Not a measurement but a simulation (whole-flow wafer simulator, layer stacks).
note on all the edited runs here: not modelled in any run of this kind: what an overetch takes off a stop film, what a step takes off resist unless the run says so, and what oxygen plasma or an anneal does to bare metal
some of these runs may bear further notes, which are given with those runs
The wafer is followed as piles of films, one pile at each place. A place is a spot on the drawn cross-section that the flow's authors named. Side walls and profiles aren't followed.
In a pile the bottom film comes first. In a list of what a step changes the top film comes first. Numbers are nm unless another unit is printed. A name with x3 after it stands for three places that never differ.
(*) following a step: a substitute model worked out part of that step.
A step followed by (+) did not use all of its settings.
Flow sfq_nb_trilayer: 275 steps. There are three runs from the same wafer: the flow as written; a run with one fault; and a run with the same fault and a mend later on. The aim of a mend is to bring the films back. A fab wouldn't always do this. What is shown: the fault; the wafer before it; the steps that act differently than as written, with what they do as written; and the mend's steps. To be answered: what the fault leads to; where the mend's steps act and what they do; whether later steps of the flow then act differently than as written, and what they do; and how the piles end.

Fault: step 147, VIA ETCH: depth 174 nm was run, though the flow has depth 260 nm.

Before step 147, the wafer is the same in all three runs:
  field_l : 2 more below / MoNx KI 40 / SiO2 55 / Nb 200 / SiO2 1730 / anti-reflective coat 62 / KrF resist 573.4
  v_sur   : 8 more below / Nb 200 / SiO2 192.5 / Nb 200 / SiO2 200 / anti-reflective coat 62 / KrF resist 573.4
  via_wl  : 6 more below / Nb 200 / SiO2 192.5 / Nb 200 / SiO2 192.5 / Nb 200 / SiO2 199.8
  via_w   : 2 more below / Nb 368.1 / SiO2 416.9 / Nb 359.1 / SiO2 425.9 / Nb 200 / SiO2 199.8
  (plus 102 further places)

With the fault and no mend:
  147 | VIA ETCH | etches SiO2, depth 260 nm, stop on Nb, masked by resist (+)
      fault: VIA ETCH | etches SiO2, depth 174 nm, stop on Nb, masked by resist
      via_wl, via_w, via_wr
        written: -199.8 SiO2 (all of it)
        fault: -174 SiO2
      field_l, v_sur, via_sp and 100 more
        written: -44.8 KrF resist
        fault: -30 KrF resist
  Later steps of the flow acting differently than as written (6 more steps, not shown, differ only slightly: by at most 2% or 0.5 nm, whichever is larger):
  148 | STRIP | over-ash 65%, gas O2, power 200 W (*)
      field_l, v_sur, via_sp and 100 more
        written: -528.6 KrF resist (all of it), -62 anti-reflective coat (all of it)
        fault: -543.4 KrF resist (all of it), -62 anti-reflective coat (all of it)
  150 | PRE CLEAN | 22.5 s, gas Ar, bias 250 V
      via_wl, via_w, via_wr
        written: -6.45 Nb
        fault: -7.5 SiO2
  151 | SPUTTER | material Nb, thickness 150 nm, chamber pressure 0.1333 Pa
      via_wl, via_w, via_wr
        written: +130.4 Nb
        fault: +133.3 Nb (new film)
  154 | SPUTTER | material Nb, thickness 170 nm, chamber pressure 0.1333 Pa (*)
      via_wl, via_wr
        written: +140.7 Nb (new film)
        fault: +145 Nb (new film)
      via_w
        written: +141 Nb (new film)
        fault: +145.3 Nb (new film)
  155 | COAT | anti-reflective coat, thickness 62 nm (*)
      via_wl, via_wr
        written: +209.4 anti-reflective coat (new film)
        fault: +185.3 anti-reflective coat (new film)
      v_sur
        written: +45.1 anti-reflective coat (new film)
        fault: +46.3 anti-reflective coat (new film)
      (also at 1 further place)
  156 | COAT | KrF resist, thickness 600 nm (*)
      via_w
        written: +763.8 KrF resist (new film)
        fault: +740.3 KrF resist (new film)
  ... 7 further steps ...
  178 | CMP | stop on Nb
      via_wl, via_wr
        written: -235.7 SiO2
        fault: -263.3 SiO2
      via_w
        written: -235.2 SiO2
        fault: -262.8 SiO2
  By the end, the piles at via_wl, via_w, via_wr depart from the flow's by more than 2% or 0.5 nm, whichever is larger.
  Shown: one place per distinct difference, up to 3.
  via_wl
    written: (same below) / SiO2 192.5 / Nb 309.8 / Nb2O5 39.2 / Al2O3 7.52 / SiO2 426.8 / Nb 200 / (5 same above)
    fault: (same below) / SiO2 192.5 / Nb 200 / SiO2 18.3 / Nb 119.2 / Nb2O5 39 / Al2O3 7.6 / SiO2 399.2 / Nb 200 / (5 same above)
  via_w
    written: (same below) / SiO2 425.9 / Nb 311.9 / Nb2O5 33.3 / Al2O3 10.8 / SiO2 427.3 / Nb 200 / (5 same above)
    fault: (same below) / SiO2 425.9 / Nb 200 / SiO2 18.3 / Nb 121.4 / Nb2O5 32.8 / Al2O3 11.1 / SiO2 399.7 / Nb 200 / (5 same above)

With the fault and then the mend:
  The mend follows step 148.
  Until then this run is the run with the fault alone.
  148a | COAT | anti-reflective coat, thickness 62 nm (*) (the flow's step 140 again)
      p4_fl x3, p4_w1 x9, p4_g1 x2 and 63 more
        +62 anti-reflective coat (new film)
      r_sur, res, r_end and 9 more
        +61.7 anti-reflective coat (new film)
      ce_l, c5j, ce_r, sp_r, be_r
        +61.6 anti-reflective coat (new film)
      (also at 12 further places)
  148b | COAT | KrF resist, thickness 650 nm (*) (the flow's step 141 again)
      p4_fl x3, p4_w1 x9, p4_g1 x2 and 63 more
        +650 KrF resist (new film)
      moat, field_r, lsp_l, ln_m5, lsp_m, ln_m6, lsp_r, l0_sur
        +649.4 KrF resist (new film)
      res, r_end, l0v
        +649.3 KrF resist (new film)
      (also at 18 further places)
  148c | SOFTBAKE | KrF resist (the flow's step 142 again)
      leaves every film unchanged at each place that is followed
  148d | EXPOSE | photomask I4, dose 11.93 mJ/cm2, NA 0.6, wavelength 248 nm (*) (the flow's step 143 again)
      leaves every film unchanged at each place that is followed
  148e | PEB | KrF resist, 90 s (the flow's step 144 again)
      c5j, ce_r, sp_r and 90 more
        -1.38 KrF resist
      v_sur, wire, be, be_sur, gap, jj_sur, ce_l
        -1.37 KrF resist
      via_sp, via_v
        -1.36 KrF resist
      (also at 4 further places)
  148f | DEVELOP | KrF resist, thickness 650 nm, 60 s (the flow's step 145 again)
      field_l, v_sur, via_sp and 100 more
        -23.5 KrF resist
      via_wl
        -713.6 KrF resist (all of it)
      via_w
        -766.3 KrF resist (all of it)
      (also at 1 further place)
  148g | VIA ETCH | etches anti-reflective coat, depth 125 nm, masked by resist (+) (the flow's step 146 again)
      field_l, v_sur, via_sp and 100 more
        -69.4 KrF resist
      via_wl, via_wr
        -125 anti-reflective coat
      via_w
        -82.6 anti-reflective coat (all of it), -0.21 SiO2
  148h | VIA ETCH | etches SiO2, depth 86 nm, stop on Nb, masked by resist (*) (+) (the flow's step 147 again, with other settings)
      field_l, v_sur, via_sp and 100 more
        -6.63 KrF resist
      via_wl
        -16 anti-reflective coat (all of it), -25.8 SiO2 (all of it)
      via_w
        -25.6 SiO2 (all of it)
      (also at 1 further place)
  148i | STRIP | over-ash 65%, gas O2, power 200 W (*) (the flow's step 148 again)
      p4_fl x3, p4_w1 x9, p4_g1 x2 and 63 more
        -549 KrF resist (all of it), -62 anti-reflective coat (all of it)
      r_end, moat, field_r, lsp_l, ln_m5, lsp_r, l0_sur
        -548.4 KrF resist (all of it), -61.7 anti-reflective coat (all of it)
      r_sur, res, l0v
        -548.3 KrF resist (all of it), -61.7 anti-reflective coat (all of it)
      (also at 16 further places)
  Later steps of the flow that are run all act as written at every place that is followed, up to a difference of at most 2% or 0.5 nm, whichever is larger.
  The piles end the same as the flow's at every place that both follow.
